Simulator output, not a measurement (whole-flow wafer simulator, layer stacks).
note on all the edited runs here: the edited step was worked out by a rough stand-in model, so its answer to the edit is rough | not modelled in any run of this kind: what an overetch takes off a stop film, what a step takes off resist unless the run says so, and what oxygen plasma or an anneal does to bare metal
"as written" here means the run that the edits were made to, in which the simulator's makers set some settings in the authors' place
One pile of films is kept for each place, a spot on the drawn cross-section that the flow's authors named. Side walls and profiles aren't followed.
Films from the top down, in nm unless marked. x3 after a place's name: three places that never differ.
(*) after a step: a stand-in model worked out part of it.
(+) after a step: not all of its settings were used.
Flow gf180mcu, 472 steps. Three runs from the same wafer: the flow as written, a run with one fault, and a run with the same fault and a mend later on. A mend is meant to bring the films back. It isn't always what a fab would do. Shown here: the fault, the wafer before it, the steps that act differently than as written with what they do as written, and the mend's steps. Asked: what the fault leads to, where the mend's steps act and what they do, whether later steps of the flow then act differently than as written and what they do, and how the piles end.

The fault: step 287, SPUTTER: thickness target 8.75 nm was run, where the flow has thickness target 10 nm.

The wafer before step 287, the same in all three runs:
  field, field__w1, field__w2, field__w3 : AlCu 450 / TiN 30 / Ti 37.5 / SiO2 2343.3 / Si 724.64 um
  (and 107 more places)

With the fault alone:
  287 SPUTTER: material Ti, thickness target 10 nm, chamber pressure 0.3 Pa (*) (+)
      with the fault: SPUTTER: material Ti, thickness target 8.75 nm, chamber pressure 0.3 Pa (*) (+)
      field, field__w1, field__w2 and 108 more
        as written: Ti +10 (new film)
        with the fault: Ti +8.75 (new film)
  Later steps of the flow that act differently than as written (3 more steps differ only slightly, by at most 2% or 0.5 nm, whichever is larger, and aren't shown):
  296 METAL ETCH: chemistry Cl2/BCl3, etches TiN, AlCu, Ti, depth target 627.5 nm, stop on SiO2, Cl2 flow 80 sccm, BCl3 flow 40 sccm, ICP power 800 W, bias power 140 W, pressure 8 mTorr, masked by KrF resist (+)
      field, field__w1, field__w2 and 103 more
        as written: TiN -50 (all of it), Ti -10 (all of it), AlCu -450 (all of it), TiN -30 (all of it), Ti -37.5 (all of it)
        with the fault: TiN -50 (all of it), Ti -8.75 (all of it), AlCu -450 (all of it), TiN -30 (all of it), Ti -37.5 (all of it)
  At the end the piles differ from the flow's by more than 2% or 0.5 nm, whichever is larger, at field__w8, contact, m1, m1__w1, m1_nw.
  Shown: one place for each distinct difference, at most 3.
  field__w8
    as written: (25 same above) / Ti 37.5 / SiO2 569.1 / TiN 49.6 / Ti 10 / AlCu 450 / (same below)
    with the fault: (25 same above) / Ti 37.5 / SiO2 570.4 / TiN 49.6 / Ti 8.75 / AlCu 450 / (same below)
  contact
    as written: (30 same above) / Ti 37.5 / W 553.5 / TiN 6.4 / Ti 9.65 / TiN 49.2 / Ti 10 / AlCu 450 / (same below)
    with the fault: (30 same above) / Ti 37.5 / W 554.8 / TiN 6.4 / Ti 9.65 / TiN 49.2 / Ti 8.75 / AlCu 450 / (same below)

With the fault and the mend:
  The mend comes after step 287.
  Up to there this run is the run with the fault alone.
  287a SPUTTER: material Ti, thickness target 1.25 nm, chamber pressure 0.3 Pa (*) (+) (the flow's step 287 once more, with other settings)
      field, field__w1, field__w2 and 108 more
        Ti +1.25
  No later step of the flow acts differently than as written at any place that is followed.
  At the end the piles are the same as the flow's at every place that both follow.
